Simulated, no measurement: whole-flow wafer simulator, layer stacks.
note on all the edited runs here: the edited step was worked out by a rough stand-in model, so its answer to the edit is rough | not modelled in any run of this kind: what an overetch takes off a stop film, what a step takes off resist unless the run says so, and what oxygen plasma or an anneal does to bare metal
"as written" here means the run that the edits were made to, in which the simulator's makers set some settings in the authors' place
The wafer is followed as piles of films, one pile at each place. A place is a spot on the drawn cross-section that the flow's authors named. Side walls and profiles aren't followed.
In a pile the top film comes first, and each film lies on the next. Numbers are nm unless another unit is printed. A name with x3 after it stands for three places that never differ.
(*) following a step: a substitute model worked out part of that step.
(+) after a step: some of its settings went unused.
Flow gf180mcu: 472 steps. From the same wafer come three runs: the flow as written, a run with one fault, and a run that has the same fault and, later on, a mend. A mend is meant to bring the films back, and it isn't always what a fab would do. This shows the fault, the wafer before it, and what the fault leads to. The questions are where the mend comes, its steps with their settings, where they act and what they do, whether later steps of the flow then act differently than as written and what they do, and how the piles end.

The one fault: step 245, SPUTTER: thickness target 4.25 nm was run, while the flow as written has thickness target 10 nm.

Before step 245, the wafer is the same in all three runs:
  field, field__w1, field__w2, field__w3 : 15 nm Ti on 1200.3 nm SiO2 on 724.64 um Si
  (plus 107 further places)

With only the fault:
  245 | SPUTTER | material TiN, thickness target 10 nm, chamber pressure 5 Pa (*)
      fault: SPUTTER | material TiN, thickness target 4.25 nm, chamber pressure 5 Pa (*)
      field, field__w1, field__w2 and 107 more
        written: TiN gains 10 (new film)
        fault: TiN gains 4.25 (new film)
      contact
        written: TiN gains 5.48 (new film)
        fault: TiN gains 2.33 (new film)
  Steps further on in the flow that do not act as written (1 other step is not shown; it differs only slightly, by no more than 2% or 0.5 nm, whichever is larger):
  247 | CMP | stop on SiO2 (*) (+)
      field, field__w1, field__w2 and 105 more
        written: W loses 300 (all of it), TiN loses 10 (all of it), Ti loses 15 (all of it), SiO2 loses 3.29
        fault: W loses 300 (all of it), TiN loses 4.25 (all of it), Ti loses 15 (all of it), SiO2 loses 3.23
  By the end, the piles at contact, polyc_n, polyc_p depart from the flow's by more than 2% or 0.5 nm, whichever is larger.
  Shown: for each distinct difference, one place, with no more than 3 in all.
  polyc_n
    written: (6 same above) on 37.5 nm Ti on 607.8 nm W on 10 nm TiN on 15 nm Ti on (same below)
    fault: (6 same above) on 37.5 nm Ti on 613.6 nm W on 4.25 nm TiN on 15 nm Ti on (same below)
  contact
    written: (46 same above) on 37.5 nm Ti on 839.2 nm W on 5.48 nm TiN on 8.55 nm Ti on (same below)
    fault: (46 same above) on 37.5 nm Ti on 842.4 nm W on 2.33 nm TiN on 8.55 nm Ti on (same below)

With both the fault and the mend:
  After step 245 comes the mend.
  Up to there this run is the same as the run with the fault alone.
  245a | SPUTTER | material TiN, thickness target 5.75 nm, chamber pressure 5 Pa (*) (a further turn of the flow's step 245, with different settings)
      field, field__w1, field__w2 and 107 more
        TiN gains 5.75
      contact
        TiN gains 3.15
  Later steps of the flow that are run all act as written at every place that is followed.
  At every place that both follow, the piles at the end match the flow's.
